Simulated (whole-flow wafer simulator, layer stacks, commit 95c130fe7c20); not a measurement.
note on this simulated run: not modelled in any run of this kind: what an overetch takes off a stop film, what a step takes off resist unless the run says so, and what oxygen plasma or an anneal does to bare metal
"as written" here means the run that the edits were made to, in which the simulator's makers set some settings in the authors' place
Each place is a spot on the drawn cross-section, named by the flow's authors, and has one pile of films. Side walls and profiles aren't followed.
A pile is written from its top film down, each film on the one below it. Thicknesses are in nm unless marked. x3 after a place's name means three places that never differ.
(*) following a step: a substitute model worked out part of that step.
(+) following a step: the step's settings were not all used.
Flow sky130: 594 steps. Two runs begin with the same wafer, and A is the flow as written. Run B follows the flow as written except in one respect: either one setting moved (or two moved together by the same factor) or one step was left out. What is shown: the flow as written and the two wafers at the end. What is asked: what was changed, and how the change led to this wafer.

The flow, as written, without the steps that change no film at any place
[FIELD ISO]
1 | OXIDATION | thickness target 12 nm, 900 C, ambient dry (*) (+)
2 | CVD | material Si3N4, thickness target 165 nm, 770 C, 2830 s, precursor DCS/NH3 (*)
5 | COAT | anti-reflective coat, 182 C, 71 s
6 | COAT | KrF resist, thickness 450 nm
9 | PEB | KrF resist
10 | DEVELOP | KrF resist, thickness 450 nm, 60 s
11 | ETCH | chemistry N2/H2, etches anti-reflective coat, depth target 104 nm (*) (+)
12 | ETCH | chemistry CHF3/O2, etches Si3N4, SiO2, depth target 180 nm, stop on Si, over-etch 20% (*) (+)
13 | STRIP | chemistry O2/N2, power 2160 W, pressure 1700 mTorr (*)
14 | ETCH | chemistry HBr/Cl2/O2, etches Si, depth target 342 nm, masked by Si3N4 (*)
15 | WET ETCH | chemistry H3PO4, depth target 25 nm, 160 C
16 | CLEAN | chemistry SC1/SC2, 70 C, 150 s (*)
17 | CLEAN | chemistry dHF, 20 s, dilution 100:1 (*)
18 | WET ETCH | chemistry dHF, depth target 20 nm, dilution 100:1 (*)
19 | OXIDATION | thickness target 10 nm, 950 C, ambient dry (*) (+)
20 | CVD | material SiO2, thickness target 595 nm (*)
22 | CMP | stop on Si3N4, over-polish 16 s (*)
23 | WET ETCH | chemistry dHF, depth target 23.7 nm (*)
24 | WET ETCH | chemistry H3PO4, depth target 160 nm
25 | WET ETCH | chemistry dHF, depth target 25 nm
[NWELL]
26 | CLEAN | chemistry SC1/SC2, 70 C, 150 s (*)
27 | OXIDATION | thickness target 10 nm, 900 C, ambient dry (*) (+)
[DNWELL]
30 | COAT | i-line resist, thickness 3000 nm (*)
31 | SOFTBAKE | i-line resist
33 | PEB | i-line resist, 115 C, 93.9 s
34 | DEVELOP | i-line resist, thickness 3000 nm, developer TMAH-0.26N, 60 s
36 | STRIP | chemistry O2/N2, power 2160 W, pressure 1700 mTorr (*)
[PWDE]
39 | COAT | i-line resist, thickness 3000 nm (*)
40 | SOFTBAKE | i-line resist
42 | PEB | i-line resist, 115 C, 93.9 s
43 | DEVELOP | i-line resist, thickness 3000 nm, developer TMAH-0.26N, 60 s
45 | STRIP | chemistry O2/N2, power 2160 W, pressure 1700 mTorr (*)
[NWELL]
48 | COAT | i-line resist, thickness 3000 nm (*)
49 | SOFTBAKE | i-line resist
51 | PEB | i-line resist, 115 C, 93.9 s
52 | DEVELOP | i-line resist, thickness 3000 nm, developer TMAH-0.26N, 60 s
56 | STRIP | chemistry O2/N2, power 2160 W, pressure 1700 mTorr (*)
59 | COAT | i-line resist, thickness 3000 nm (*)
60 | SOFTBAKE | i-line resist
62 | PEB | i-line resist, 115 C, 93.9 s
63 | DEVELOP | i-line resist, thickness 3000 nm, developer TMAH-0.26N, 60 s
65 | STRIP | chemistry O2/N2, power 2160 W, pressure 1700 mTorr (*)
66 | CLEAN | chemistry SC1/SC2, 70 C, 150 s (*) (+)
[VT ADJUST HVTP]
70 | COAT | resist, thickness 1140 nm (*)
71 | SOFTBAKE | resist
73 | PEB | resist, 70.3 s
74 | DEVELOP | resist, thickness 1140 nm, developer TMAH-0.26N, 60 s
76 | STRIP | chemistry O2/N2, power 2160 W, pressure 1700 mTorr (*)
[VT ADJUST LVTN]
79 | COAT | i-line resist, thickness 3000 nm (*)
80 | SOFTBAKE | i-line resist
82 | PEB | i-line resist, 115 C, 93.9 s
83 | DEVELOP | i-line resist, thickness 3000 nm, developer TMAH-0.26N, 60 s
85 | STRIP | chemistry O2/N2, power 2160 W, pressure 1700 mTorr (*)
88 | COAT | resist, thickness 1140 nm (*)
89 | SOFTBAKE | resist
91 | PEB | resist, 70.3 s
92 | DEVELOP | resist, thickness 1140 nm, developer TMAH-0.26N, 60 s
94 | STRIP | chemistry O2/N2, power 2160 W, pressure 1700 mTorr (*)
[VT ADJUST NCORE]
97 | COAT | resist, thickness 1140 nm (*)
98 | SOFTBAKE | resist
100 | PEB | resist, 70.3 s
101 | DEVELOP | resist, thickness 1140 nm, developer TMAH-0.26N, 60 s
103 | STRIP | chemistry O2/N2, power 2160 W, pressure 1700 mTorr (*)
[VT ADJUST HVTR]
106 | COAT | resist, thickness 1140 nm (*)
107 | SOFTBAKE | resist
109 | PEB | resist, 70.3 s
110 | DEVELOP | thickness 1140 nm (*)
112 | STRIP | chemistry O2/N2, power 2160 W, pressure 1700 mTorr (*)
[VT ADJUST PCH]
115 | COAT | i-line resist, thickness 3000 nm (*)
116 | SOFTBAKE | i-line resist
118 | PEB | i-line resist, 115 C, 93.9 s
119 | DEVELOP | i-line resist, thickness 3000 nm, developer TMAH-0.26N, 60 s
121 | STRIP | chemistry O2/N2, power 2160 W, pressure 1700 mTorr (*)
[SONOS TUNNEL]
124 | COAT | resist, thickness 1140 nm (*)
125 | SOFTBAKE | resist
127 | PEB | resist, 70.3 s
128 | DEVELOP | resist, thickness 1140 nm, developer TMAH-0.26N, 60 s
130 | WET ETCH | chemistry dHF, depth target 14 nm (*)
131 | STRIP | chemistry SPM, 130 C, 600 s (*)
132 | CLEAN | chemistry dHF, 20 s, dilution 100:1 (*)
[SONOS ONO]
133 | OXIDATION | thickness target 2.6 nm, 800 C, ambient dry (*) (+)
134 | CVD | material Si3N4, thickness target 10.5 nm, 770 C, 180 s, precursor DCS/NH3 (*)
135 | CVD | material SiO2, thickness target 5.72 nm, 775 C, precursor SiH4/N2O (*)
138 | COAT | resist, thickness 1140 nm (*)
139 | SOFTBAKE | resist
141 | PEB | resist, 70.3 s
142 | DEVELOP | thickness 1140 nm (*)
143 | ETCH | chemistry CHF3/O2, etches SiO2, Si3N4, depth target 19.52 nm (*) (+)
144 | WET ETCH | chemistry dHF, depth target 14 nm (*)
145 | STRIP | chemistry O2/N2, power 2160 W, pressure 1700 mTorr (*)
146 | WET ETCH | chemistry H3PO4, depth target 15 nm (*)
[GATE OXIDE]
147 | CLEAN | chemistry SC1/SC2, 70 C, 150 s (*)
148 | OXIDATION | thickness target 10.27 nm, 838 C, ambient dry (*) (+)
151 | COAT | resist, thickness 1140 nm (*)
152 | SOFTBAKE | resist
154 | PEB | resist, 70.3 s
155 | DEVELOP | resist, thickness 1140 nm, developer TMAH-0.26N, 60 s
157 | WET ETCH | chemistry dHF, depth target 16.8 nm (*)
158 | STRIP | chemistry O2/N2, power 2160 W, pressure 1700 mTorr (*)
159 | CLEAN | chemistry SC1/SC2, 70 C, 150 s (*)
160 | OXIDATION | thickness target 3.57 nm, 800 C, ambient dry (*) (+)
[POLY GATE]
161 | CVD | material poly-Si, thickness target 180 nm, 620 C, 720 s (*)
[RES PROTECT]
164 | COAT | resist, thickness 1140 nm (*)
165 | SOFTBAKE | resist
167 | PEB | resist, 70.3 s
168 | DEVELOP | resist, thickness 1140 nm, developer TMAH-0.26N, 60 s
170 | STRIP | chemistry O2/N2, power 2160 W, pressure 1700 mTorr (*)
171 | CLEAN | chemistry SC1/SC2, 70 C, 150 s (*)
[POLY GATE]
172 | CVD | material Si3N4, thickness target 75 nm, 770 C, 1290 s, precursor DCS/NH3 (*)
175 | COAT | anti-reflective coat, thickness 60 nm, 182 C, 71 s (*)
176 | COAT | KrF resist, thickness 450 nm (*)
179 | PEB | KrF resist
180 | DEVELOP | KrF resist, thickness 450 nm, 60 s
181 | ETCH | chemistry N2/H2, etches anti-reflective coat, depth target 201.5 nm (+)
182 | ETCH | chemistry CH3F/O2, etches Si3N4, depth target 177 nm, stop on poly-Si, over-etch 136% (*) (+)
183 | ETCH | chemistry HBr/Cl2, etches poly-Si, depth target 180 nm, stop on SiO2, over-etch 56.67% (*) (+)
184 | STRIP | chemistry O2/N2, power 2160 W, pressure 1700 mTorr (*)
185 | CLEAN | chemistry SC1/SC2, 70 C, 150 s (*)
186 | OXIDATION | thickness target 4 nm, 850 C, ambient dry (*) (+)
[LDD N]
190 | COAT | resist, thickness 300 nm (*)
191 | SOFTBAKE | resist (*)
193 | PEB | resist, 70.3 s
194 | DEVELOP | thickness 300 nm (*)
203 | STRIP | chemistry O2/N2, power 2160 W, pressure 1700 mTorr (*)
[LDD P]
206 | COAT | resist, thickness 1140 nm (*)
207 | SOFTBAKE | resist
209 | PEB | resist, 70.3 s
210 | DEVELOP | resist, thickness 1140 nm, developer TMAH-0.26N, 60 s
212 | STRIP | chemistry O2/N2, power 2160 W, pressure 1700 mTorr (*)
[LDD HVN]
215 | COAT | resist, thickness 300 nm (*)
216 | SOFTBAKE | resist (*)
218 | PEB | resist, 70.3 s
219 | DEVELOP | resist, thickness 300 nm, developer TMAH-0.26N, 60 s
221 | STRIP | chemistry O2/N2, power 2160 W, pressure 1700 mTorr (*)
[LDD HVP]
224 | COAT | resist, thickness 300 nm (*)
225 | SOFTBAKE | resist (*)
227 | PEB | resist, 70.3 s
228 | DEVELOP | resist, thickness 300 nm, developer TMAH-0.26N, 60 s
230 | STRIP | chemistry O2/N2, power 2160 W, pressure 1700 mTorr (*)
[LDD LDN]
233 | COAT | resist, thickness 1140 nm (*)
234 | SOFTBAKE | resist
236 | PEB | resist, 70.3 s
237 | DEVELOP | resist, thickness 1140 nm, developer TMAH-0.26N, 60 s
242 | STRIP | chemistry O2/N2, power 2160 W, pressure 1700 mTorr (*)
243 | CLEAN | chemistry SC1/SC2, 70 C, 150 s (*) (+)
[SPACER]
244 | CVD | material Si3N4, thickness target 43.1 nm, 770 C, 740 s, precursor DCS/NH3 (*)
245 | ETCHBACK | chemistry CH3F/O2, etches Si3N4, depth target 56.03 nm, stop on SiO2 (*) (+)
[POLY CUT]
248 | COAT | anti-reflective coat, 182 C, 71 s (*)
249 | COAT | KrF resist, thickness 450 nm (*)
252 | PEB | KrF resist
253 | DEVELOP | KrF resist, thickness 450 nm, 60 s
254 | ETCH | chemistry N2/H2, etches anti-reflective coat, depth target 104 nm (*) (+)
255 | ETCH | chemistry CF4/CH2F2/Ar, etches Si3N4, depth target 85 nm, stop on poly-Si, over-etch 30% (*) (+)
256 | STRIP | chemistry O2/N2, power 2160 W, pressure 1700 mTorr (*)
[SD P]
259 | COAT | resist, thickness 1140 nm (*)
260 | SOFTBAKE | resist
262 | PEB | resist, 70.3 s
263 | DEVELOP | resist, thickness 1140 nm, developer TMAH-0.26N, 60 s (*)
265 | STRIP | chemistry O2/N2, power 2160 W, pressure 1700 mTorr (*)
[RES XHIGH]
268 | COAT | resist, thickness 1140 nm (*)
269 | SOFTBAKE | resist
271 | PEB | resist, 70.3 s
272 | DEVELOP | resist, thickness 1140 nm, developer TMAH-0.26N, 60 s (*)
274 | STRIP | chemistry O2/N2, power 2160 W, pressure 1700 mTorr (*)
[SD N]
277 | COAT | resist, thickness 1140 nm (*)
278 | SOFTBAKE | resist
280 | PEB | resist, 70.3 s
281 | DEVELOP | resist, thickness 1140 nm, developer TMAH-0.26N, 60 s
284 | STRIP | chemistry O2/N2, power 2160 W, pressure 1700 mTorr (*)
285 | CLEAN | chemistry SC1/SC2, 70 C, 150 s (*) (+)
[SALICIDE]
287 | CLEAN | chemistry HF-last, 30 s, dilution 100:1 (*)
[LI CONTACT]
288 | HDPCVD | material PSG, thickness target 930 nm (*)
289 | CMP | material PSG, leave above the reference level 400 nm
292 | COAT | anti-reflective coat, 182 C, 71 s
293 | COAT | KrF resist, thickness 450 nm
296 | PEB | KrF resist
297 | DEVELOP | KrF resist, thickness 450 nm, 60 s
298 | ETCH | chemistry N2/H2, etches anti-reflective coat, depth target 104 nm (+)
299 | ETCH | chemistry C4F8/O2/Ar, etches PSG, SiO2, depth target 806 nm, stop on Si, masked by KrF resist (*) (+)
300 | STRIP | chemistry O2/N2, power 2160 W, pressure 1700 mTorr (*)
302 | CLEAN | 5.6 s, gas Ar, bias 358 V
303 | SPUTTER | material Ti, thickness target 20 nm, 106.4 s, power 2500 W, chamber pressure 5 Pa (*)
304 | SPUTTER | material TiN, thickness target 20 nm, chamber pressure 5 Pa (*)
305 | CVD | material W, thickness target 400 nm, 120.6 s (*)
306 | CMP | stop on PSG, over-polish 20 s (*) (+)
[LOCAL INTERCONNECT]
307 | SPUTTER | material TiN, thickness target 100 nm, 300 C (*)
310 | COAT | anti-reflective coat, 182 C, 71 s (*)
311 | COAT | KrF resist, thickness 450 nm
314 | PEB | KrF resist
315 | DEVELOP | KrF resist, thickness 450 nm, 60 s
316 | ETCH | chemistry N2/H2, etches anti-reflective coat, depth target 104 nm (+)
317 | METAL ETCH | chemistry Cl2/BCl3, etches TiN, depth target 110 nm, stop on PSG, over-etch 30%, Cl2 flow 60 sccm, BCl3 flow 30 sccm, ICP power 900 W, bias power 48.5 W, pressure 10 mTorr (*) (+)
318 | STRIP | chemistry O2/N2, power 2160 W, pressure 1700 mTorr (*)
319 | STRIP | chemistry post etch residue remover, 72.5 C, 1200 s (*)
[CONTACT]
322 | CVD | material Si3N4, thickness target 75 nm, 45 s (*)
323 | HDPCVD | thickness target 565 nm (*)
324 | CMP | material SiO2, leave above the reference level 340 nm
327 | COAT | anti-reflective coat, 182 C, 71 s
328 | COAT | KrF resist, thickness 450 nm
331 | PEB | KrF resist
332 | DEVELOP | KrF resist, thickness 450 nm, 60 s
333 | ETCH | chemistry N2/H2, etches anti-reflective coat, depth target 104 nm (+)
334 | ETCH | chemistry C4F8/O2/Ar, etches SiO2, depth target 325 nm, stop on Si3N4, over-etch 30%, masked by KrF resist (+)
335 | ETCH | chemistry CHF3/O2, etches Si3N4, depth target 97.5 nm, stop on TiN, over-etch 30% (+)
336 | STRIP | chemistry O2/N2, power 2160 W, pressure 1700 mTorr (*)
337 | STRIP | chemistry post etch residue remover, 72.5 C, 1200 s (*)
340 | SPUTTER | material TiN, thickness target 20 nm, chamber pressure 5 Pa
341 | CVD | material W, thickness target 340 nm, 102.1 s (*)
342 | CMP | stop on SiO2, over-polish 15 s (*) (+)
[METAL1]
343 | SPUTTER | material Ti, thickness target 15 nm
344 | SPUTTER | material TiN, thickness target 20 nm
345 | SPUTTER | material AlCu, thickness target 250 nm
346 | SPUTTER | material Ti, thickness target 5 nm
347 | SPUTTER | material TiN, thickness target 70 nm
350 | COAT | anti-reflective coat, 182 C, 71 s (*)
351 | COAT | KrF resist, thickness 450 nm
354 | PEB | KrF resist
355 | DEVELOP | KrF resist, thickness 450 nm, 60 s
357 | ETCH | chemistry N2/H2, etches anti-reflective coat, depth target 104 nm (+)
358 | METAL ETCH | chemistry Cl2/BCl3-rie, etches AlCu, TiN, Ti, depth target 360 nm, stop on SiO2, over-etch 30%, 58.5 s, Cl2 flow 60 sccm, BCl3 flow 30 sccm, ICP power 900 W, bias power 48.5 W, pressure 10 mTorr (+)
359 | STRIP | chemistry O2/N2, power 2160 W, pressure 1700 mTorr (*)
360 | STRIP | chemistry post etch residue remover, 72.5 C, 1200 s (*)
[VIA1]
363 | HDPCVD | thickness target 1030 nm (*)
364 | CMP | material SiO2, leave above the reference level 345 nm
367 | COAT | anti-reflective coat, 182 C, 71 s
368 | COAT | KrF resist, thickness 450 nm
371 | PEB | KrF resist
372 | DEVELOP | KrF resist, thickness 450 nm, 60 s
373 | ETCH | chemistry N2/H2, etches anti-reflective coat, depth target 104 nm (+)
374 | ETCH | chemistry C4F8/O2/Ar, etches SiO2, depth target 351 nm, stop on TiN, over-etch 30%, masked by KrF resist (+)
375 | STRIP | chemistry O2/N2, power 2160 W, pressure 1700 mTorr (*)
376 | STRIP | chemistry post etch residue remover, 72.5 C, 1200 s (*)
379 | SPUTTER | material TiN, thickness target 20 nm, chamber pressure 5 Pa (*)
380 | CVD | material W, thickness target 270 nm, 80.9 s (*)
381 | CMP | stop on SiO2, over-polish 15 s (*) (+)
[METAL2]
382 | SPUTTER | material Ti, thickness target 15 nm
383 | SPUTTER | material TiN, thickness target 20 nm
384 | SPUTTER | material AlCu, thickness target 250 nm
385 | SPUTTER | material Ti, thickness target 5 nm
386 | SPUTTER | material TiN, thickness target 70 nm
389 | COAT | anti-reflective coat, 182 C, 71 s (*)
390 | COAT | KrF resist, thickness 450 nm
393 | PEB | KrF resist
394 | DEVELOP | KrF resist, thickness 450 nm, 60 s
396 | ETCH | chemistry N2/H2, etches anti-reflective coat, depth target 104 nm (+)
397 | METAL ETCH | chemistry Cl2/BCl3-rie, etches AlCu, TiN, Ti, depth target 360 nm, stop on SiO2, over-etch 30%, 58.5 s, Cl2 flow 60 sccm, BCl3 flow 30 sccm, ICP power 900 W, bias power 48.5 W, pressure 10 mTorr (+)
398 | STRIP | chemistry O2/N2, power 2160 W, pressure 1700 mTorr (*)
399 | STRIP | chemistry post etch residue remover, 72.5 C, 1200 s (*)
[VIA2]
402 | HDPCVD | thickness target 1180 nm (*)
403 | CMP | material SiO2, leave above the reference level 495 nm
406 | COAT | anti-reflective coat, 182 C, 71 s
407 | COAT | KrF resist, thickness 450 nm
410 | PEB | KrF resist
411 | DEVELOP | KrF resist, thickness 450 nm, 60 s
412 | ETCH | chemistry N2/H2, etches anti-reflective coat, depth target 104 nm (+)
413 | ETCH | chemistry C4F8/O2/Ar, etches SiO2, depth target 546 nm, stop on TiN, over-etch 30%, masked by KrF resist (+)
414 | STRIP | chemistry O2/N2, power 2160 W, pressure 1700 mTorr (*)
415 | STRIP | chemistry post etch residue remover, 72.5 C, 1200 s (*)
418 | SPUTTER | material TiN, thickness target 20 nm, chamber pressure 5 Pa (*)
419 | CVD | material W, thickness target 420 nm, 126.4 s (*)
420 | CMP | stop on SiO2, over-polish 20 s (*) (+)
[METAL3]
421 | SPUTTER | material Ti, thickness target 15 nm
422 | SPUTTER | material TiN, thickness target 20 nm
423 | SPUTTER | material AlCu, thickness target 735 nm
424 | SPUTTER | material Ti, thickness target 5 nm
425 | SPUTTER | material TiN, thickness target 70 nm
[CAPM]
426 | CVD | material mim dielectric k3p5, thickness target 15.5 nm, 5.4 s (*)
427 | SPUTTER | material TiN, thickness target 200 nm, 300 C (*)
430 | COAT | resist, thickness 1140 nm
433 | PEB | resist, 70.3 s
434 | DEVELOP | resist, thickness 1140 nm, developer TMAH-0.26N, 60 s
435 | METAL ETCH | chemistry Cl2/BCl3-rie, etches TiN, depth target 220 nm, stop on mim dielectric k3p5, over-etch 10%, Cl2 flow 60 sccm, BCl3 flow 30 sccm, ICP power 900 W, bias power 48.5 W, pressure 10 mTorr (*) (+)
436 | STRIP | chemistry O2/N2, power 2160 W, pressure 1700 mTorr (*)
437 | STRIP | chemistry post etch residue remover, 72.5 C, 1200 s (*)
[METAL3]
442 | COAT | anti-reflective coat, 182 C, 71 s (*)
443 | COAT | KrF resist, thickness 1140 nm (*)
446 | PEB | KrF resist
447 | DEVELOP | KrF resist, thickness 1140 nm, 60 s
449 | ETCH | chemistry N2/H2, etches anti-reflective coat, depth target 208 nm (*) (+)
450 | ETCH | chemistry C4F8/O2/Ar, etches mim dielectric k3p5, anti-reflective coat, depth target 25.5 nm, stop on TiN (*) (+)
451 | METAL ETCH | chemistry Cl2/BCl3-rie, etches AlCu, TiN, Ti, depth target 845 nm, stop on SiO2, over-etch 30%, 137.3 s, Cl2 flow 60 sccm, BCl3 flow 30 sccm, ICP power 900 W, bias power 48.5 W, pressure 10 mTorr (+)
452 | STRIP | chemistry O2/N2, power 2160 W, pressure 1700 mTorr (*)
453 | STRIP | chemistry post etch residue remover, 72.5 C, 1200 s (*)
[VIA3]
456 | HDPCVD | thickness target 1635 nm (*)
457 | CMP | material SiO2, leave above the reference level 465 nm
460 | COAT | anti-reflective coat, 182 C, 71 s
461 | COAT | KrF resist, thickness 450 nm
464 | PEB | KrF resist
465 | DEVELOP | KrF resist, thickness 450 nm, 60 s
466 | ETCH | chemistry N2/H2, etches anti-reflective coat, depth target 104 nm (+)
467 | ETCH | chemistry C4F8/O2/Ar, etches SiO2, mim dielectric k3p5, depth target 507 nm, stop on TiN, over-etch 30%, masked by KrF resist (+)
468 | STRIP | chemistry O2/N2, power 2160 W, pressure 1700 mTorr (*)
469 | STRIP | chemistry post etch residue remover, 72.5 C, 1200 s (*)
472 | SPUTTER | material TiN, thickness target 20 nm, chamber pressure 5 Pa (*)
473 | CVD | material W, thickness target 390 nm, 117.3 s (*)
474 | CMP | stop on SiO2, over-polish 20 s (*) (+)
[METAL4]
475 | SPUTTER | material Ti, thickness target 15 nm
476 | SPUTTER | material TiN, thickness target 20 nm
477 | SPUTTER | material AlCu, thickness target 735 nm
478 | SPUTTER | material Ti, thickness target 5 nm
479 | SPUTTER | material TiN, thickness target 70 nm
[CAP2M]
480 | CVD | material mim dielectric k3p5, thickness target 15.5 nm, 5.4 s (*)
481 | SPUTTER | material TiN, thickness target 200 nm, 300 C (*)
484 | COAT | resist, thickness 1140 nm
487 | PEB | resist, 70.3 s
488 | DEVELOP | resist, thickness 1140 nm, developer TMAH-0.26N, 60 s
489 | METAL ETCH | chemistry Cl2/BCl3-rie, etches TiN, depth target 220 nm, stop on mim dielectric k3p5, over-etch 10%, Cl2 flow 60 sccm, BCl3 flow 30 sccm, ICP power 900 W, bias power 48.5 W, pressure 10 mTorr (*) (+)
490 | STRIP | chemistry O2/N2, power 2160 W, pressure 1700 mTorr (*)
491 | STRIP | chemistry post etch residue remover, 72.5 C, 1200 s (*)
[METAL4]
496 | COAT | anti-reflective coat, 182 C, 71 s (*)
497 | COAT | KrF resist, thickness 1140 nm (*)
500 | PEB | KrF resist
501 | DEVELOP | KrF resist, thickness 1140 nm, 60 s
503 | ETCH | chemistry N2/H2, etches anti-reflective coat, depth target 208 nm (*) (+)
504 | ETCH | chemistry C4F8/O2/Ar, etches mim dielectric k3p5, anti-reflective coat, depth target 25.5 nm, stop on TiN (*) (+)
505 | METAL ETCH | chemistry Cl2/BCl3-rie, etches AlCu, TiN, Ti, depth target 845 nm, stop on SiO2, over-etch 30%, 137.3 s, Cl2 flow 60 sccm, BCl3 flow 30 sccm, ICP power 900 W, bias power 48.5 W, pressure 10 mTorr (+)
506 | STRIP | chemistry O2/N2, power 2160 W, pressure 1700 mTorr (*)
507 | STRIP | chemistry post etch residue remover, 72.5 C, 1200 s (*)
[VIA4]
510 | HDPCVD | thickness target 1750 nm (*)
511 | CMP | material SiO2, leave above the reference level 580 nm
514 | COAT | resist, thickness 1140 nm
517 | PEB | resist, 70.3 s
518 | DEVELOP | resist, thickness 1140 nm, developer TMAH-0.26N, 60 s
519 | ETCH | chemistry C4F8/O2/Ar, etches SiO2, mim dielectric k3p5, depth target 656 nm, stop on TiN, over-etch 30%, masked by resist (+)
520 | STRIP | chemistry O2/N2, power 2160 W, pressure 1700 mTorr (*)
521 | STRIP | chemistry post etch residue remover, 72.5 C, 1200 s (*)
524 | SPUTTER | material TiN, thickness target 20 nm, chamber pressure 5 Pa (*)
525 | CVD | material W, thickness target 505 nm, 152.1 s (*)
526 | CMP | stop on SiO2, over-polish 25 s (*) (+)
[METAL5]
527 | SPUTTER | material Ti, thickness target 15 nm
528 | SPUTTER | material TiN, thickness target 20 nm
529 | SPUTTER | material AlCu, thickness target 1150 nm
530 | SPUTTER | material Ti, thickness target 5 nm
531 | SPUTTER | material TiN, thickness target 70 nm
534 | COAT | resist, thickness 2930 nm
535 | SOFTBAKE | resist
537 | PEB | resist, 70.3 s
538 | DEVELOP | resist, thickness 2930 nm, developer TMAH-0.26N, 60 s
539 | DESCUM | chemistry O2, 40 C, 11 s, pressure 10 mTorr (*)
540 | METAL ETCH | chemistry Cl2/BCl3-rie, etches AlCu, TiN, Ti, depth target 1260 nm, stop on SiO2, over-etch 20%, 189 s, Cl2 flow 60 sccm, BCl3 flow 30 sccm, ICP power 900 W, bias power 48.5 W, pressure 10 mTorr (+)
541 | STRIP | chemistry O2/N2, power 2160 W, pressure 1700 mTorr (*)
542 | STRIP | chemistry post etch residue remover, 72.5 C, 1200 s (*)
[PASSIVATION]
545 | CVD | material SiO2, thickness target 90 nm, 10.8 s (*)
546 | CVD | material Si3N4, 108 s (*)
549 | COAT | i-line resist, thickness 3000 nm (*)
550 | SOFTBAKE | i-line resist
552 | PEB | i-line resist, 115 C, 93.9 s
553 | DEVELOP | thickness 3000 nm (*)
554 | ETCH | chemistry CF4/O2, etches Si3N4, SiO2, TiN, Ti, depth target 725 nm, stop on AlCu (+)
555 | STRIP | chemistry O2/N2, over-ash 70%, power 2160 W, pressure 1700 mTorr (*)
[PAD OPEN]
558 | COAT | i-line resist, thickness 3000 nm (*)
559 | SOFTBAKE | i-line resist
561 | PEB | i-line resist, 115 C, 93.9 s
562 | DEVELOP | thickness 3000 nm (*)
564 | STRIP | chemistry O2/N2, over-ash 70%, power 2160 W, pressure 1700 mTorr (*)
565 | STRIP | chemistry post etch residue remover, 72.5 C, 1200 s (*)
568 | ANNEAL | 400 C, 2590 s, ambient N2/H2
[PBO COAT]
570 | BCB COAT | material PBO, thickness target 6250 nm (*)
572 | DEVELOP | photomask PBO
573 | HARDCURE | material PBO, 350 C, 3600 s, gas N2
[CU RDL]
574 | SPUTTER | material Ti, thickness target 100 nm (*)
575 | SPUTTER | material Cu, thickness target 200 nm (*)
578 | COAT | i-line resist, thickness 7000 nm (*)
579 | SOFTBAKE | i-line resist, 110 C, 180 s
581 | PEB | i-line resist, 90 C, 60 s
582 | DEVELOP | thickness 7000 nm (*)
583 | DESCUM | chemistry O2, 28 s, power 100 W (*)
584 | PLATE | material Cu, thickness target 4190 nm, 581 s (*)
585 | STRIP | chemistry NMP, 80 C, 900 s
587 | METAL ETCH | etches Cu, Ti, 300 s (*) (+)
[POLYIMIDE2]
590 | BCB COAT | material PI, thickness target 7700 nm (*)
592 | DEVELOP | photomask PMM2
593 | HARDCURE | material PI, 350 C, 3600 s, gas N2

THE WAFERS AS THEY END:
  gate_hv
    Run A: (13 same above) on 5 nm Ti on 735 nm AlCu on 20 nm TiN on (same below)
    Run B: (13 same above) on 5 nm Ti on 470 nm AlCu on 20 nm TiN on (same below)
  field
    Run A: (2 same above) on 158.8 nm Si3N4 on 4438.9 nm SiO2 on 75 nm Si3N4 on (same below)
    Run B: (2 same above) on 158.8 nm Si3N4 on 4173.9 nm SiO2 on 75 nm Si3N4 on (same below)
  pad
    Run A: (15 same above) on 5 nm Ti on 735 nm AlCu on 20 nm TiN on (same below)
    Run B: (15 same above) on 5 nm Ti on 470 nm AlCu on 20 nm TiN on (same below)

What caused this: step 423, SPUTTER: thickness target 470 nm was run, whereas the flow has thickness target 735 nm.
One can read it off the wafer: gate_hv has AlCu 470, and step 423 as written asks for 735 nm.

How this came from the change, step by step:
  423 | SPUTTER | material AlCu, thickness target 735 nm
      field, active, n_well and 188 more: A +735 AlCu (new film) | B +470 AlCu (new film)
  451 | METAL ETCH | chemistry Cl2/BCl3-rie, etches AlCu, TiN, Ti, depth target 845 nm, stop on SiO2, over-etch 30%, 137.3 s, Cl2 flow 60 sccm, BCl3 flow 30 sccm, ICP power 900 W, bias power 48.5 W, pressure 10 mTorr (+)
      field, gate, spacer and 68 more: A -70 TiN (all of it), -5 Ti (all of it), -735 AlCu (all of it), -20 TiN (all of it), -15 Ti (all of it), -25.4 SiO2 | B -70 TiN (all of it), -5 Ti (all of it), -470 AlCu (all of it), -20 TiN (all of it), -15 Ti (all of it), -51.9 SiO2
      active, vpp_ln, vpp_iso2 and 11 more: A -70 TiN (all of it), -5 Ti (all of it), -735 AlCu (all of it), -20 TiN (all of it), -15 Ti (all of it), -25.3 SiO2 | B -70 TiN (all of it), -5 Ti (all of it), -470 AlCu (all of it), -20 TiN (all of it), -15 Ti (all of it), -51.8 SiO2
  457 | CMP | material SiO2, leave above the reference level 465 nm
      field, active, gate and 80 more: A -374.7 SiO2 | B -613.2 SiO2
      poly_licon, rpo_hd_licon: A -374.7 SiO2 | B -613.1 SiO2
